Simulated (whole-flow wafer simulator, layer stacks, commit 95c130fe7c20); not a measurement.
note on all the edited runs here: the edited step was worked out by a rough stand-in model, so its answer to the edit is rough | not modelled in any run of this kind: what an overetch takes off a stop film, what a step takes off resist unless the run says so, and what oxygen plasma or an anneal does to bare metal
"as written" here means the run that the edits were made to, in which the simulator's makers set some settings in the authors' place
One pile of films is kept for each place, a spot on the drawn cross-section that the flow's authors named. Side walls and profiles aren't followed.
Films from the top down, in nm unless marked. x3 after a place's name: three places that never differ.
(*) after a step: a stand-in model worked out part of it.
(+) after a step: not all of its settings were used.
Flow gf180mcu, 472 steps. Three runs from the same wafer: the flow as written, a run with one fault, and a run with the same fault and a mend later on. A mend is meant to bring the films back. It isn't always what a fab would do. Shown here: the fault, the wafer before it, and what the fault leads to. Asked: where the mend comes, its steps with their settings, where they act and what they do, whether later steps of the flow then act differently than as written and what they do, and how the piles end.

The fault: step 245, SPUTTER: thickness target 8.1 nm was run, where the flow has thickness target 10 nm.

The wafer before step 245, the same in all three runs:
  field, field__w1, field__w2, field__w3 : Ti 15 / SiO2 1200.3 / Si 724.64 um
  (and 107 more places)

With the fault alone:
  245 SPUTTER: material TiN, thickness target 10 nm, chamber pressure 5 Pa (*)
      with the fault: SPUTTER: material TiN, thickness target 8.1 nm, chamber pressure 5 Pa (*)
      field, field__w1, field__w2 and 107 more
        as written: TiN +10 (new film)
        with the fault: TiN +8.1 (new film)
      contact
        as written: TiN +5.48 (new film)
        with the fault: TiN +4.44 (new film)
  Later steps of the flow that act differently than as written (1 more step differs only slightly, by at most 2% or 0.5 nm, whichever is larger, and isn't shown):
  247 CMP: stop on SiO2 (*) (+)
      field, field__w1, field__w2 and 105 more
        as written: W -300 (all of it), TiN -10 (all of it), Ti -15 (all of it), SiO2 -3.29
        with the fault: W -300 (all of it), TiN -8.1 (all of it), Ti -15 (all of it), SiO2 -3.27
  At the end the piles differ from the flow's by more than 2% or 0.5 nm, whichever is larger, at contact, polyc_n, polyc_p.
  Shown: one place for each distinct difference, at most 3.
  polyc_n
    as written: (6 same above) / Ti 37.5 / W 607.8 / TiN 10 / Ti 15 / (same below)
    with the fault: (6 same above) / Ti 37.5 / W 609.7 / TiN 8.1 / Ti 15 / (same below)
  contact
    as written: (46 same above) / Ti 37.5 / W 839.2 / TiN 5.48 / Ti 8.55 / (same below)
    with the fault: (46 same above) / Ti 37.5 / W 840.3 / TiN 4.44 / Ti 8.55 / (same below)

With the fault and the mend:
  The mend comes after step 245.
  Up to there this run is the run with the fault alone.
  245a SPUTTER: material TiN, thickness target 1.9 nm, chamber pressure 5 Pa (*) (the flow's step 245 once more, with other settings)
      field, field__w1, field__w2 and 107 more
        TiN +1.9
      contact
        TiN +1.04
  No later step of the flow acts differently than as written at any place that is followed.
  At the end the piles are the same as the flow's at every place that both follow.
